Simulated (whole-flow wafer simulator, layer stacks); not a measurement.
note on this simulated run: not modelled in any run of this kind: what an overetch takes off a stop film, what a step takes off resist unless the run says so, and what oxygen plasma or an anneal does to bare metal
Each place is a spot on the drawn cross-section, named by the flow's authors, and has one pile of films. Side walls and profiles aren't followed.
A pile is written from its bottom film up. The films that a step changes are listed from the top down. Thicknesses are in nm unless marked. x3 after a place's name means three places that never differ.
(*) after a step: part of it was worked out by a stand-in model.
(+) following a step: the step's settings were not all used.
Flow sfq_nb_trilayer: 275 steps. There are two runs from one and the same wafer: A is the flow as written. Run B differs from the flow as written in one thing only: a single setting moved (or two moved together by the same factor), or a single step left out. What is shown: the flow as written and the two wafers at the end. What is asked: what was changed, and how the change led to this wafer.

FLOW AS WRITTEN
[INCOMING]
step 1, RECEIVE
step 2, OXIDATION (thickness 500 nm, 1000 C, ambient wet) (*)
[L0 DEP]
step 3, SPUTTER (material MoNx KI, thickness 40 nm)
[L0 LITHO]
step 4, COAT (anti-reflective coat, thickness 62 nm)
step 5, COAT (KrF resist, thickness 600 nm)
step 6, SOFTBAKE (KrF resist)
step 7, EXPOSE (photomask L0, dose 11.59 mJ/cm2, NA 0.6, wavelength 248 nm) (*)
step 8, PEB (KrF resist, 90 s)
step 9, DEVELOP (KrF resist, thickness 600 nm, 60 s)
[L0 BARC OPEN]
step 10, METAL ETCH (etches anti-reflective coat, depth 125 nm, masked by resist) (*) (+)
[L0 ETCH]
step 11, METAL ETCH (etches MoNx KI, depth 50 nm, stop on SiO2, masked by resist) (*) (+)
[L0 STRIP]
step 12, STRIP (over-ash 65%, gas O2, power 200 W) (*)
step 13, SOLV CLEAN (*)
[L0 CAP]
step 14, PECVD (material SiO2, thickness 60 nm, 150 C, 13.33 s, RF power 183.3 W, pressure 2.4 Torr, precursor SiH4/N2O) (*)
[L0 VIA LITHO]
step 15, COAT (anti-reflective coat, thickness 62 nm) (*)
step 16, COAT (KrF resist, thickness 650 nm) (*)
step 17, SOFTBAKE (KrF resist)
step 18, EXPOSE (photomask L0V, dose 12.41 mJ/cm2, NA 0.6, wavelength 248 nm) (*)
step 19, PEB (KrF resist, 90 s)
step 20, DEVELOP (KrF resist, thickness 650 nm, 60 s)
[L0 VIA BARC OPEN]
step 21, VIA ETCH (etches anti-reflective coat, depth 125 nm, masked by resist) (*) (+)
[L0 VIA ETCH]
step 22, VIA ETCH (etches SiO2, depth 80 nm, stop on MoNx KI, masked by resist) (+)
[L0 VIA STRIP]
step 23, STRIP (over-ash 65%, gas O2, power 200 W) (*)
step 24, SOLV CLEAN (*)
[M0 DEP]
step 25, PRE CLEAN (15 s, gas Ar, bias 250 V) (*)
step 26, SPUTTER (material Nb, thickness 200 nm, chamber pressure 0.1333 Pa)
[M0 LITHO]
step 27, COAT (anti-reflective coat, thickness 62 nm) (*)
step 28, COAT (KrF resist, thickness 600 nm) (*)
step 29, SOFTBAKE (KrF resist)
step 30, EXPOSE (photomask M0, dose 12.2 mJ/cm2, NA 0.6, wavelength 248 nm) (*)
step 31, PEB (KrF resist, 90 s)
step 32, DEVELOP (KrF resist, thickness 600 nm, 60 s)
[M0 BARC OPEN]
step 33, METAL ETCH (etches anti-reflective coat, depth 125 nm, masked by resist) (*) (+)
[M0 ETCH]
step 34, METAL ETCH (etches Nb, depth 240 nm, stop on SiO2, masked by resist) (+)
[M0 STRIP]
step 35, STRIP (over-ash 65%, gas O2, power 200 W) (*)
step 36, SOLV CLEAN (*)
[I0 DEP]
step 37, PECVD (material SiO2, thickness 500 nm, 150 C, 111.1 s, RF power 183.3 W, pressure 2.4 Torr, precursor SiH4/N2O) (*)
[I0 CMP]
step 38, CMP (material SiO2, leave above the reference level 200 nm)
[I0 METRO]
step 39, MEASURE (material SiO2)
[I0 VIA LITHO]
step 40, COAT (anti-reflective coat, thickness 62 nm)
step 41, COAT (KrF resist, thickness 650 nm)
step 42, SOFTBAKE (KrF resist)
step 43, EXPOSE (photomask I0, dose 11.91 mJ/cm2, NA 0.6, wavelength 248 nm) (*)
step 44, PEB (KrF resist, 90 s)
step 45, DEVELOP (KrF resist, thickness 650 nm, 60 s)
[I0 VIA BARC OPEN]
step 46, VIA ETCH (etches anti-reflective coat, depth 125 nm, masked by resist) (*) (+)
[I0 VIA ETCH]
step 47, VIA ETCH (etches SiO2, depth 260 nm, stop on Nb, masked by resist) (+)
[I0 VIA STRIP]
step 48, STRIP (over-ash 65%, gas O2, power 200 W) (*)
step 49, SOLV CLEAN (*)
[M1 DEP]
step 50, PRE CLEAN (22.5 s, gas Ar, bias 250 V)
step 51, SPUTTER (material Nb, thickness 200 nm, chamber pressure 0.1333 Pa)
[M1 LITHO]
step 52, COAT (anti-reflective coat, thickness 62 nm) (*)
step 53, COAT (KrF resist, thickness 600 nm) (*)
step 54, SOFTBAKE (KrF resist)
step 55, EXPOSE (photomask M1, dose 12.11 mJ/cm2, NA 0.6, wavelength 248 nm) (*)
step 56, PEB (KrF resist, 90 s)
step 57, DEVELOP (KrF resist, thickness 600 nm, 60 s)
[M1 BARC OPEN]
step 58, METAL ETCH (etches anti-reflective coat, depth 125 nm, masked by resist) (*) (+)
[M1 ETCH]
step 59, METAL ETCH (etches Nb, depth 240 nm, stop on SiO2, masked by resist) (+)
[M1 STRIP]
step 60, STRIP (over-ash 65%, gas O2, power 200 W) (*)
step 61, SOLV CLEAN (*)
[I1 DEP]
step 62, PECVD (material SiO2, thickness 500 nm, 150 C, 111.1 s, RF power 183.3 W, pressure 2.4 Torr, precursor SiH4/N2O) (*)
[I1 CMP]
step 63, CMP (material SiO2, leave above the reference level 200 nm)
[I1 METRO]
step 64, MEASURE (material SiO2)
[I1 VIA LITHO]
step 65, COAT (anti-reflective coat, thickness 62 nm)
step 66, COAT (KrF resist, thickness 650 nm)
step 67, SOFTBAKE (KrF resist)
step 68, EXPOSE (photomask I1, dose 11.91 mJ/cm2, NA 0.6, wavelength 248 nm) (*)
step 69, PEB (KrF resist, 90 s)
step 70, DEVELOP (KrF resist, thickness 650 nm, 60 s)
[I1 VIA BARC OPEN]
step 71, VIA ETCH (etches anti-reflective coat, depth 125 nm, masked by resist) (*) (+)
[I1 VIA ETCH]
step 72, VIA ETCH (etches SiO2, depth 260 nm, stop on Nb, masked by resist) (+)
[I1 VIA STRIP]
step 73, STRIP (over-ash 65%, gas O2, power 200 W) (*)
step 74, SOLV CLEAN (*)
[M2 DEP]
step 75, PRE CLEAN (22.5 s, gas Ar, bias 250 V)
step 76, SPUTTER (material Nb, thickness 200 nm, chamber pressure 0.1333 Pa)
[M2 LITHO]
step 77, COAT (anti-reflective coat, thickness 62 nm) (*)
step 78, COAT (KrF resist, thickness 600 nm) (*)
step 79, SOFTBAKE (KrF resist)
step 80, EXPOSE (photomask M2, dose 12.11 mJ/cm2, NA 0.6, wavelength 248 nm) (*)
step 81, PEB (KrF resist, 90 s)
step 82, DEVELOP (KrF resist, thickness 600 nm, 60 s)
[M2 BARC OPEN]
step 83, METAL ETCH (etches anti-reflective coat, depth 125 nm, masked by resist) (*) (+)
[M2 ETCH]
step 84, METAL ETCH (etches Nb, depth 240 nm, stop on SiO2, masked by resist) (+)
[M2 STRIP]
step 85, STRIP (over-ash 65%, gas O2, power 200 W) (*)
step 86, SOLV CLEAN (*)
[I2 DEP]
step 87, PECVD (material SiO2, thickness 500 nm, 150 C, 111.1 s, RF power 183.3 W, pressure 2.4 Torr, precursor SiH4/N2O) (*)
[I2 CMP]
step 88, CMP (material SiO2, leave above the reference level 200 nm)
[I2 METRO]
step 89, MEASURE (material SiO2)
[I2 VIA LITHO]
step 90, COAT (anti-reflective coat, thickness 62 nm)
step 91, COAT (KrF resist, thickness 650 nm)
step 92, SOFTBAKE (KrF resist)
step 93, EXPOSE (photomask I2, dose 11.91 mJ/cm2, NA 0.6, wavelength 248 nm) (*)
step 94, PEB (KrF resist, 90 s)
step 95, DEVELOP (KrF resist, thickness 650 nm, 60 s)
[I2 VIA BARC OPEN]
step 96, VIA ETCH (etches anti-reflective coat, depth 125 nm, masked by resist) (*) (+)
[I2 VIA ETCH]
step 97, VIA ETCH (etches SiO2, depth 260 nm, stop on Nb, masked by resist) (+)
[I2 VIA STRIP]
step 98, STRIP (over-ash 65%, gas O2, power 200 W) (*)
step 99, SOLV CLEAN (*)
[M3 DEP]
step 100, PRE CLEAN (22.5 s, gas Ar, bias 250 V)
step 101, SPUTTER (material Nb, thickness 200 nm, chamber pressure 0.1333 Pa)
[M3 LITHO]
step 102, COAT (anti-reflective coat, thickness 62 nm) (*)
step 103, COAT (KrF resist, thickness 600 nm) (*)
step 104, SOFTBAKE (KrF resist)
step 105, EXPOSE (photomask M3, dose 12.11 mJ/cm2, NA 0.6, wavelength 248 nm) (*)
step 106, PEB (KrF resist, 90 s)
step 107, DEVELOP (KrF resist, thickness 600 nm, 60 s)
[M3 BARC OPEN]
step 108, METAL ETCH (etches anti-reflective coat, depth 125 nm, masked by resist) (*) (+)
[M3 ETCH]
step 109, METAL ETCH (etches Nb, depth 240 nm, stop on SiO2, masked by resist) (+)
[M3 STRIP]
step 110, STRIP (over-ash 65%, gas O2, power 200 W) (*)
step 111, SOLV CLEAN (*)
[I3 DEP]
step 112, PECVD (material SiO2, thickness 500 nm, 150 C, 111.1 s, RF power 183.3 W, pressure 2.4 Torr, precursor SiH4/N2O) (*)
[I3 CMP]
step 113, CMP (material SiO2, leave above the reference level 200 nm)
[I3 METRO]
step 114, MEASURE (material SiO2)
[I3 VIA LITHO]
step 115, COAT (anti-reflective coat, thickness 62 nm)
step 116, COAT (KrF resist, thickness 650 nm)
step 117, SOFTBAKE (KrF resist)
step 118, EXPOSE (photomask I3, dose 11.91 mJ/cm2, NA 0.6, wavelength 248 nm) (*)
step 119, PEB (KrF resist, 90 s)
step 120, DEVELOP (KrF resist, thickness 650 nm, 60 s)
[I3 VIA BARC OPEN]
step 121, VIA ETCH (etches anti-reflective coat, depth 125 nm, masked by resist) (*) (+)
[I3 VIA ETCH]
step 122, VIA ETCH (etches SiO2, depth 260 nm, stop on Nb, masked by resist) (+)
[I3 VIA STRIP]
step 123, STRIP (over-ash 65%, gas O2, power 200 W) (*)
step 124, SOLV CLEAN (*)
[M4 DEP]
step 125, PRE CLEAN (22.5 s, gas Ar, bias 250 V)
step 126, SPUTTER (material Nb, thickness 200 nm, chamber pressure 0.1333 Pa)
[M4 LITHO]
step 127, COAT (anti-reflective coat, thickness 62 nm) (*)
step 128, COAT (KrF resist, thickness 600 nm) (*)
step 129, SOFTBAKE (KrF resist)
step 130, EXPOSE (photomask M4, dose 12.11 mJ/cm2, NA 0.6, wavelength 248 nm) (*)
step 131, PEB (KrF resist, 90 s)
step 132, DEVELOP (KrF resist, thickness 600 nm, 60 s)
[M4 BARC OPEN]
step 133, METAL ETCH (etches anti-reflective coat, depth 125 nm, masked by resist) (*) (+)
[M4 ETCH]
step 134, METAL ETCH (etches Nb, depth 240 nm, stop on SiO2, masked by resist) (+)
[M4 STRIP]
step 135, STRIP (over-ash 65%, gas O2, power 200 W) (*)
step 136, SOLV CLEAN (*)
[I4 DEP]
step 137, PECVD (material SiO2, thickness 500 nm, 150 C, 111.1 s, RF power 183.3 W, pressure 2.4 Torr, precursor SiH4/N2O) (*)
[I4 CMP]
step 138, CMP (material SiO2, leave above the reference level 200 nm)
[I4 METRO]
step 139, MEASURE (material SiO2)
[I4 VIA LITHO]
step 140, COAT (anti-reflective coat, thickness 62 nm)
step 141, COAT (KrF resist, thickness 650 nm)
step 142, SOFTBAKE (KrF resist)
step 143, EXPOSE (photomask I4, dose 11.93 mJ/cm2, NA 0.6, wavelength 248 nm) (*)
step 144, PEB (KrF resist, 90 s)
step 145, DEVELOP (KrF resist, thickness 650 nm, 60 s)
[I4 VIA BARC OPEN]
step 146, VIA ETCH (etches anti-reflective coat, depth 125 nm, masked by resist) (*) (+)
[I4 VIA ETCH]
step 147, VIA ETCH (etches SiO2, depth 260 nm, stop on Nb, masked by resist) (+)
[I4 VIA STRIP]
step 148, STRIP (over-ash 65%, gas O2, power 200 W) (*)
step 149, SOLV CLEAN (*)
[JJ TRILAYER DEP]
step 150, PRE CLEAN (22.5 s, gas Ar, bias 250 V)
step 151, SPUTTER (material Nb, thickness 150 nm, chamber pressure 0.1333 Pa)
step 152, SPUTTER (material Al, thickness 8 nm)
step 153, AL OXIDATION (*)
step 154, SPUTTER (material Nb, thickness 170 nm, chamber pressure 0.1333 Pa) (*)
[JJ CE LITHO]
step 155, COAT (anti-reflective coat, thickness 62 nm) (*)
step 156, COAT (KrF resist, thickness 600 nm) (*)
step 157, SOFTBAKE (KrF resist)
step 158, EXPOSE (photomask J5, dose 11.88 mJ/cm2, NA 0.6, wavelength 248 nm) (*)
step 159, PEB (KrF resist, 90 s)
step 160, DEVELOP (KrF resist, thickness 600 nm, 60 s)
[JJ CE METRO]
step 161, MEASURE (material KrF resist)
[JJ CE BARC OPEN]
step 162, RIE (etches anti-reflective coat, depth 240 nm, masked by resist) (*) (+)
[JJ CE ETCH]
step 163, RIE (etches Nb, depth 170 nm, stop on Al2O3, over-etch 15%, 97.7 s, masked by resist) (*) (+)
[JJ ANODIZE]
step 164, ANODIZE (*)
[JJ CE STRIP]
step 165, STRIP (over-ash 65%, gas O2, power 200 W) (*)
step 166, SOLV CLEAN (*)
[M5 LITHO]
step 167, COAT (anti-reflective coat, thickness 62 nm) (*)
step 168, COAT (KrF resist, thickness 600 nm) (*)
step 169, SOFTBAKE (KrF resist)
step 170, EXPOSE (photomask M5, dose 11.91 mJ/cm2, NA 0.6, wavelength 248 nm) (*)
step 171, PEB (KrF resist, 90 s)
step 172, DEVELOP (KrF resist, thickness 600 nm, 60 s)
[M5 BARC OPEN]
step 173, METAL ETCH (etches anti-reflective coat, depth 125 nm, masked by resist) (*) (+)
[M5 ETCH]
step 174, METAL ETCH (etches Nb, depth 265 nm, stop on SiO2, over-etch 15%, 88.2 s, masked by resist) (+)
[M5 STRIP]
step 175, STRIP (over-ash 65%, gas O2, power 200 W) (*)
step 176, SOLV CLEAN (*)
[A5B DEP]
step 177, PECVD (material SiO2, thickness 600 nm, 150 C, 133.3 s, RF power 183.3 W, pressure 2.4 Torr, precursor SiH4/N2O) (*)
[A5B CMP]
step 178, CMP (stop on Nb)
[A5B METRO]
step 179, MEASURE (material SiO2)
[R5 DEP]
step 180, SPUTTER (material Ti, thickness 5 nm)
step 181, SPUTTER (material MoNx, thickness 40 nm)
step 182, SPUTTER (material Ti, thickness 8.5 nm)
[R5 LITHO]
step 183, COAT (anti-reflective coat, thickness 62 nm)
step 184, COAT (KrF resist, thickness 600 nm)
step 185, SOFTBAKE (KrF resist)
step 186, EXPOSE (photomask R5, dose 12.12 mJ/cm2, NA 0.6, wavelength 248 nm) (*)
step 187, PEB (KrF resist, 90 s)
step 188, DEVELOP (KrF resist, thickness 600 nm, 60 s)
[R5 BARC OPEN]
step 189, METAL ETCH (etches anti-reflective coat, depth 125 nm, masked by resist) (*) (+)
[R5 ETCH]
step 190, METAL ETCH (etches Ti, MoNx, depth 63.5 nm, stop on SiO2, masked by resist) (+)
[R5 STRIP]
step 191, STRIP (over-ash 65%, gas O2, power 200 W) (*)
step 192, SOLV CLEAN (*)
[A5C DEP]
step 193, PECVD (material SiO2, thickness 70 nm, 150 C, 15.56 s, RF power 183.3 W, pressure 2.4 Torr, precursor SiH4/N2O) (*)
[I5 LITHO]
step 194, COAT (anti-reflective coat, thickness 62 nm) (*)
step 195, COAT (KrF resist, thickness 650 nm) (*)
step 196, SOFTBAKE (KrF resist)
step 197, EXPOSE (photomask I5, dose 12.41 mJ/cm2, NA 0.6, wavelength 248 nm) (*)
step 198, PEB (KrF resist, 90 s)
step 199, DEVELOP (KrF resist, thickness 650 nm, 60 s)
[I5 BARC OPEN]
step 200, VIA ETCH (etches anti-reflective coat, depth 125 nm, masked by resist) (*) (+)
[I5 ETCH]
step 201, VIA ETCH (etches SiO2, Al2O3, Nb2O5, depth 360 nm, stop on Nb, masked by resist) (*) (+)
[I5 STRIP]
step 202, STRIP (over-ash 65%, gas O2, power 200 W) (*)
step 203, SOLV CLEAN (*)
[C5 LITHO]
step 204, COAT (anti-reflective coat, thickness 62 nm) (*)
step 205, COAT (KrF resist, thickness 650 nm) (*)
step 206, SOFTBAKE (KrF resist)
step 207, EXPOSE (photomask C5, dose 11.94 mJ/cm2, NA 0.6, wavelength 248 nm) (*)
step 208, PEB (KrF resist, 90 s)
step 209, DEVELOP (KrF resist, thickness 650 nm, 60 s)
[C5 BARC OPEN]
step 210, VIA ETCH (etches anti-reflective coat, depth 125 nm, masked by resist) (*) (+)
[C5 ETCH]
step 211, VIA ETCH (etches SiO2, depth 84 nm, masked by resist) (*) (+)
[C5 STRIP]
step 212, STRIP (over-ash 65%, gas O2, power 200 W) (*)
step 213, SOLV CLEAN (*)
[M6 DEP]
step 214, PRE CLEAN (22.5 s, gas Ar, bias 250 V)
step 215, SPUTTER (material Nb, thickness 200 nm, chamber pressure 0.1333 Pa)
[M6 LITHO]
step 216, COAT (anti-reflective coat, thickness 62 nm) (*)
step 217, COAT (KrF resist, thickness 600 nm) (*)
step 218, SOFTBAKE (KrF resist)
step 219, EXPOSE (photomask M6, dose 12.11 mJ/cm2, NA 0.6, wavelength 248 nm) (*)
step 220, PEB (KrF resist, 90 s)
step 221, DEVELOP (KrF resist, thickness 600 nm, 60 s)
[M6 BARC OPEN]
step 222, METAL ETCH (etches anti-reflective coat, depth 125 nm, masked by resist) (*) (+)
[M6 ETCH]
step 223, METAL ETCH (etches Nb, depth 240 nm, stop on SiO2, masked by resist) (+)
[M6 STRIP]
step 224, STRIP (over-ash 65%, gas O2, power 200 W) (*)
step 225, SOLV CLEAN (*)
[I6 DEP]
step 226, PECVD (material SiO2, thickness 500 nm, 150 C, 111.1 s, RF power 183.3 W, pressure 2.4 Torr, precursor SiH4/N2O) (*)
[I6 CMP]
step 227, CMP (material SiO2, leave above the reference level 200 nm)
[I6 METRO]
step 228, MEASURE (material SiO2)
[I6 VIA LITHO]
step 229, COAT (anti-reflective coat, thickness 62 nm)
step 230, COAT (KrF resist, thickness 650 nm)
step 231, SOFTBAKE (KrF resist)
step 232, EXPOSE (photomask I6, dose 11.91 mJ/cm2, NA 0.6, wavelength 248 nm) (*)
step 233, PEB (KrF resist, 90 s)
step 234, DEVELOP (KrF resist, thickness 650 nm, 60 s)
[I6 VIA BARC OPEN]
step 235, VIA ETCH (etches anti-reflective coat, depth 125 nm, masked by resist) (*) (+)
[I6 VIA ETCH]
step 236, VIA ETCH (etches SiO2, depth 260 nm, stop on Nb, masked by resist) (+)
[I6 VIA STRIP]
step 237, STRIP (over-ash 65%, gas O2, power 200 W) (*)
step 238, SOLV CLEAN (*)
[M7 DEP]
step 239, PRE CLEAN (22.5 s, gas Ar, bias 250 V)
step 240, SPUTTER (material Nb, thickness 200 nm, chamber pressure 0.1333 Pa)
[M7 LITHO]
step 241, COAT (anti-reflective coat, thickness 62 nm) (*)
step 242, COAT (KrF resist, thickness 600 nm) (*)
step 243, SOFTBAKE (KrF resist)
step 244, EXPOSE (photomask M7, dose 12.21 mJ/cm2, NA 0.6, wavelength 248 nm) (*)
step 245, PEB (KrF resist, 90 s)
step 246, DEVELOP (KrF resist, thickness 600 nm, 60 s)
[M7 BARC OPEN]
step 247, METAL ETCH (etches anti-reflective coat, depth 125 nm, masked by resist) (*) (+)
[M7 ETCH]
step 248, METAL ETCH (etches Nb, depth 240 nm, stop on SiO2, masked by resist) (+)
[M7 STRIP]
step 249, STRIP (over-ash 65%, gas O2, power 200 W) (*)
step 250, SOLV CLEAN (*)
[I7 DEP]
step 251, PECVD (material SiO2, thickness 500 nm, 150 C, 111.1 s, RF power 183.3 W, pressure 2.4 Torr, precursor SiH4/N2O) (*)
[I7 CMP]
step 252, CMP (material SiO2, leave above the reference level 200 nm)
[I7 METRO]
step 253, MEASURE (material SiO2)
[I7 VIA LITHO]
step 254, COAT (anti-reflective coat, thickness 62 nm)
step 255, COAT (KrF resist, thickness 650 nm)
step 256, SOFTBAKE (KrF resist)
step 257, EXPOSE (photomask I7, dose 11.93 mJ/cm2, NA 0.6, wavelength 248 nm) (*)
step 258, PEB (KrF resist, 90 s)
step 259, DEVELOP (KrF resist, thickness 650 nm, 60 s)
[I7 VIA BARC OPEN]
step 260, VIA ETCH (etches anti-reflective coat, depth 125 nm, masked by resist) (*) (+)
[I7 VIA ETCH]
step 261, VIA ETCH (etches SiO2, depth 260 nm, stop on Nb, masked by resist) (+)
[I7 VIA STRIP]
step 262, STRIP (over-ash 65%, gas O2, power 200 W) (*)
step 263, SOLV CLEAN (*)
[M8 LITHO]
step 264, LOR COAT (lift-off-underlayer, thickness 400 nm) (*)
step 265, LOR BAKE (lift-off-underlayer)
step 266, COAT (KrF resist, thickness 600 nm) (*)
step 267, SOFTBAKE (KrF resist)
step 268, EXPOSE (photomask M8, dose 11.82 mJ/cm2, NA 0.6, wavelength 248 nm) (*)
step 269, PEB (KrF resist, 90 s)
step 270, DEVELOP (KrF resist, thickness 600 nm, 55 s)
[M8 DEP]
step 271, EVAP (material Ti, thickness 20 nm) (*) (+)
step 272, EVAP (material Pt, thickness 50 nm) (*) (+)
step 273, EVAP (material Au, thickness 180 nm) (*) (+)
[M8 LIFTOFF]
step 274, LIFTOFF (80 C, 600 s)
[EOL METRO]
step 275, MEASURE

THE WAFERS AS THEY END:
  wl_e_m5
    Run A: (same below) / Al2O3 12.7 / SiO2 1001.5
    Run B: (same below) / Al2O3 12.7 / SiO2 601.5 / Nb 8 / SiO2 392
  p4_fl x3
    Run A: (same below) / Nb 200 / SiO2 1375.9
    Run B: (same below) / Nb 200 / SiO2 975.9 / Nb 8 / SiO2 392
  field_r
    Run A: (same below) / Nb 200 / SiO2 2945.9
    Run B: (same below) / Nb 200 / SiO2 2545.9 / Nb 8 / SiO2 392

Cause: step 248, METAL ETCH: depth 192 nm was run, whereas the flow has depth 240 nm.

The path from the change to this, step by step:
  step 248, METAL ETCH (etches Nb, depth 240 nm, stop on SiO2, masked by resist) (+)
      field_l, field_r, lsp_l and 62 more: A Nb loses 200 (all of it) | B Nb loses 192
      v_sur, via_wl, via_w and 38 more: A KrF resist loses 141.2 | B KrF resist loses 112.9
  step 249, STRIP (over-ash 65%, gas O2, power 200 W) (*)
      wl_j_sl, wl_jj, wl_j_sr and 14 more: A KrF resist loses 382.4 (all of it), anti-reflective coat loses 62 (all of it) | B KrF resist loses 410.6 (all of it), anti-reflective coat loses 62 (all of it)
      lsp_m, ln_m6, lsp_r: A KrF resist loses 381.9 (all of it), anti-reflective coat loses 61.8 (all of it) | B KrF resist loses 410.2 (all of it), anti-reflective coat loses 61.8 (all of it)
      (also at 21 further places)
  step 251, PECVD (material SiO2, thickness 500 nm, 150 C, 111.1 s, RF power 183.3 W, pressure 2.4 Torr, precursor SiH4/N2O) (*)
      field_l, p4_fl x3, p4_w1 x9 and 46 more: A SiO2 gains 500 | B SiO2 gains 500 (new film)
      field_r, lsp_l: A SiO2 gains 477.7 | B SiO2 gains 478.6 (new film)
      (also at 4 further places)
  step 252, CMP (material SiO2, leave above the reference level 200 nm)
      field_l, p4_fl x3, p4_w1 x9 and 46 more: A SiO2 loses 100 | B SiO2 loses 108
      field_r, lsp_l: A SiO2 loses 77.7 | B SiO2 loses 86.6
      (also at 2 further places)
With metal films that touch counted as one body, wl_e_m5 has 7 bodies (between them, from the top down: SiO2 601.5 / Al2O3 12.7 / Nb2O5 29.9; SiO2 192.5; SiO2 192.5; SiO2 192.5; SiO2 192.5; SiO2 192.5); the flow as written gives 6 bodies (between them, from the top down: SiO2 192.5; SiO2 192.5; SiO2 192.5; SiO2 192.5; SiO2 192.5).
With metal films that touch counted as one body, p4_fl x3 has 3 bodies (between them, from the top down: SiO2 975.9; SiO2 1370); the flow as written gives 2 bodies (between them, from the top down: SiO2 1370).
With metal films that touch counted as one body, field_r has 2 bodies (between them, from the top down: SiO2 2545.9); the flow as written gives 1 body.
